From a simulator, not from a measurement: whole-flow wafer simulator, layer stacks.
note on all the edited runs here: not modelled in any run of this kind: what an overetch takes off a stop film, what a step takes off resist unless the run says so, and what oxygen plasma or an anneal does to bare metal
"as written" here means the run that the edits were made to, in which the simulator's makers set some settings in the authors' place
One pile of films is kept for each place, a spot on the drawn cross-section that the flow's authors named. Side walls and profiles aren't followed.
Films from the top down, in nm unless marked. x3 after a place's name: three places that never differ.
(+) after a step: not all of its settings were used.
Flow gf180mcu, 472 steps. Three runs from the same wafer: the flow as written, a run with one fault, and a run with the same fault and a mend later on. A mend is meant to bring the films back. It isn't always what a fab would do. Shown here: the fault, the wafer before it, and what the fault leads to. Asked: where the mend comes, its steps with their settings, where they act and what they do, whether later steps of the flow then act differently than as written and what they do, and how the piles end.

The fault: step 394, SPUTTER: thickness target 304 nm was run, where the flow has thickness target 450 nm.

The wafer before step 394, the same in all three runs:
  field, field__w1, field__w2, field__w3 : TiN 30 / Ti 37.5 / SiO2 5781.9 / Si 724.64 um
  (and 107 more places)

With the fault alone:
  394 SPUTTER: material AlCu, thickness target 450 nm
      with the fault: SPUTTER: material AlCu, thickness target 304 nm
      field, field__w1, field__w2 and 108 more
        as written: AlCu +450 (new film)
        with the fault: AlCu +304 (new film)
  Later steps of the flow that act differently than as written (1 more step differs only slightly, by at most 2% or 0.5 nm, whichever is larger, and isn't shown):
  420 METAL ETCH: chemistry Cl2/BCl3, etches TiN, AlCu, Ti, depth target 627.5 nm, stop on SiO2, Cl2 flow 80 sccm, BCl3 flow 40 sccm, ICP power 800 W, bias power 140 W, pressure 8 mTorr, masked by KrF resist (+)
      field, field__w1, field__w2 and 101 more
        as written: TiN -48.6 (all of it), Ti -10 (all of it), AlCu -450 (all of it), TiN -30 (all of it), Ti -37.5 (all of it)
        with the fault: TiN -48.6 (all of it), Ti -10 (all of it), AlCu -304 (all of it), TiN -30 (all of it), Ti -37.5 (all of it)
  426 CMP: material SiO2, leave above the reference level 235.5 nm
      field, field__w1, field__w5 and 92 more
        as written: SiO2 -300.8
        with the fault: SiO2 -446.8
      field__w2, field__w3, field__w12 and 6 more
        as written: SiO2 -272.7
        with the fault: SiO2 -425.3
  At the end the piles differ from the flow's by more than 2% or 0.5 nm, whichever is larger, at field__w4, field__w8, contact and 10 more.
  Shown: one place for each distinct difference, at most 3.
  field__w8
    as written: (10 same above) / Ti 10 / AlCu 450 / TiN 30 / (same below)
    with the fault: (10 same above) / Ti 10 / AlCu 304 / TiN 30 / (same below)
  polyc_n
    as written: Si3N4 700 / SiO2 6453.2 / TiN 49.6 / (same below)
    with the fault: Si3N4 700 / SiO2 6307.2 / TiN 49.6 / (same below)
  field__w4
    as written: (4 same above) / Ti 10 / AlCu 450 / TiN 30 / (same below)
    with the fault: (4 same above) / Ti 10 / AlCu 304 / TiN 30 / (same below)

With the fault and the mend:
  The mend comes after step 394.
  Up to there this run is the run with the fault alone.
  394a SPUTTER: material AlCu, thickness target 146 nm (the flow's step 394 once more, with other settings)
      field, field__w1, field__w2 and 108 more
        AlCu +146
  No later step of the flow acts differently than as written at any place that is followed.
  At the end the piles are the same as the flow's at every place that both follow.
